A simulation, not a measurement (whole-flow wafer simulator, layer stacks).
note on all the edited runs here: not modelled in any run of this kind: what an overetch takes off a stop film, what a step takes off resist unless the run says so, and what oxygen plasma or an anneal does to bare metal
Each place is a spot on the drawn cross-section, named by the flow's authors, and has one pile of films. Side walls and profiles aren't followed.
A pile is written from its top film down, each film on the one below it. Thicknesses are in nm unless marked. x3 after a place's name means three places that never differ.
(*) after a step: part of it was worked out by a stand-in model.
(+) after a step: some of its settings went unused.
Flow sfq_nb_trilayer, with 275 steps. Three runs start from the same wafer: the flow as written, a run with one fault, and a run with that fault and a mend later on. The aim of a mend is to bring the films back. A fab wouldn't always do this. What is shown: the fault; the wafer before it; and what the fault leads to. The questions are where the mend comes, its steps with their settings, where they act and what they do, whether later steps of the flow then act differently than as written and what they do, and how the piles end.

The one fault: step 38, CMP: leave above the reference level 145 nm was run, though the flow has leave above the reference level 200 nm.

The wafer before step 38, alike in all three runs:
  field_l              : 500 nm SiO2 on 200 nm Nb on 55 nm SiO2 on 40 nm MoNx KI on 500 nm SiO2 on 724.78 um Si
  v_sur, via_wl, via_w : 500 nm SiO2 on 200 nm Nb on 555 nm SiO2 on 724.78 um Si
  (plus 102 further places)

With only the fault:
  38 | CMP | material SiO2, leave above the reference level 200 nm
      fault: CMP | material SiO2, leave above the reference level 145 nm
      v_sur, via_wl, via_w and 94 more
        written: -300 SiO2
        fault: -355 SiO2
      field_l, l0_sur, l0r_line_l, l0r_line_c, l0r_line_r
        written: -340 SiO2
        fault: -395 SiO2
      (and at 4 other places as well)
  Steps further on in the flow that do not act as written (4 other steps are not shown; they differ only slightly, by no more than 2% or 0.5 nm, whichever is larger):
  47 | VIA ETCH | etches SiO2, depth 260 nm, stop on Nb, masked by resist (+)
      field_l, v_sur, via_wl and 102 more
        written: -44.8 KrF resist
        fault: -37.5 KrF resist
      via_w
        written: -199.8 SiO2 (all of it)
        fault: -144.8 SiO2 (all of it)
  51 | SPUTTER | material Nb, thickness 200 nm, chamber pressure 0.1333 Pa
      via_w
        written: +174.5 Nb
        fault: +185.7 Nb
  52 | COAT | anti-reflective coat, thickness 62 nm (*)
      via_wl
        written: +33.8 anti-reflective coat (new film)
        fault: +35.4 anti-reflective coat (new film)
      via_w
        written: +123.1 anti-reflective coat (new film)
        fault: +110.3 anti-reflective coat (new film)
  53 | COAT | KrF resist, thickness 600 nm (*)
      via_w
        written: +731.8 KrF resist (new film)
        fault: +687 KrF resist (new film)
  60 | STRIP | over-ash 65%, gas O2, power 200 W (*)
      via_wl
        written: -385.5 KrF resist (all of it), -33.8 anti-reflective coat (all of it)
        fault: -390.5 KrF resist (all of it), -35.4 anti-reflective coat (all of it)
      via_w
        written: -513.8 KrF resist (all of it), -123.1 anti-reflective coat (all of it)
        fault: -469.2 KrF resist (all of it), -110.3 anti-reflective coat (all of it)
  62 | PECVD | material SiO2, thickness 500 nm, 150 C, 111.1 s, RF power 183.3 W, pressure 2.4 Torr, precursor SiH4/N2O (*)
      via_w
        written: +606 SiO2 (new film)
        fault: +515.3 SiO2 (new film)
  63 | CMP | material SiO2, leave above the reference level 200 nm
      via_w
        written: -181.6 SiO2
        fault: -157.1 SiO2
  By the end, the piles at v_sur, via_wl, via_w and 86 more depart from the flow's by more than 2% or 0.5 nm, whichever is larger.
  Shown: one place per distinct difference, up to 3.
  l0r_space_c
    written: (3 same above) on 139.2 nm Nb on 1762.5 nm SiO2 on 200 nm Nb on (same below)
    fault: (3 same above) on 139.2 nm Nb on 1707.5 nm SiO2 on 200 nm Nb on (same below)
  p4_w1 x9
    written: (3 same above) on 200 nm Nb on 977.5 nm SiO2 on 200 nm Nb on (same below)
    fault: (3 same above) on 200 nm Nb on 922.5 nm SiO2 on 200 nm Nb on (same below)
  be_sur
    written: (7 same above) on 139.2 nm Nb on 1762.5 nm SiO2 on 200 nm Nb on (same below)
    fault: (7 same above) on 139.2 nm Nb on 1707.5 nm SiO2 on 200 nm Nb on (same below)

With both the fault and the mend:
  After step 45 comes the mend.
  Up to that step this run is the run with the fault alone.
  45a | STRIP | over-ash 65%, gas O2, power 200 W (*)
      field_l, v_sur, via_wl and 102 more
        -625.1 KrF resist (all of it), -62 anti-reflective coat (all of it)
      via_w
        -62 anti-reflective coat (all of it)
  45b | PECVD | material SiO2, thickness 55 nm, 150 C, 12.22 s, RF power 183.3 W, pressure 2.4 Torr, precursor SiH4/N2O (the flow's step 37 again, with other settings)
      field_l, v_sur, via_wl and 103 more
        +55 SiO2
  45c | COAT | anti-reflective coat, thickness 62 nm (the flow's step 40 again)
      field_l, v_sur, via_wl and 103 more
        +62 anti-reflective coat (new film)
  45d | COAT | KrF resist, thickness 650 nm (the flow's step 41 again)
      field_l, v_sur, via_wl and 103 more
        +650 KrF resist (new film)
  45e | SOFTBAKE | KrF resist (the flow's step 42 again)
      does not change any film at any place that is followed
  45f | EXPOSE | photomask I0, dose 11.91 mJ/cm2, NA 0.6, wavelength 248 nm (*) (the flow's step 43 again)
      does not change any film at any place that is followed
  45g | PEB | KrF resist, 90 s (the flow's step 44 again)
      field_l, v_sur, via_wl and 103 more
        -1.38 KrF resist
  45h | DEVELOP | KrF resist, thickness 650 nm, 60 s (the flow's step 45 again)
      field_l, v_sur, via_wl and 102 more
        -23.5 KrF resist
      via_w
        -648.6 KrF resist (all of it)
  Later steps of the flow that are run all act as written at every place that is followed.
  By the end, the piles equal the flow's at every place that both follow.
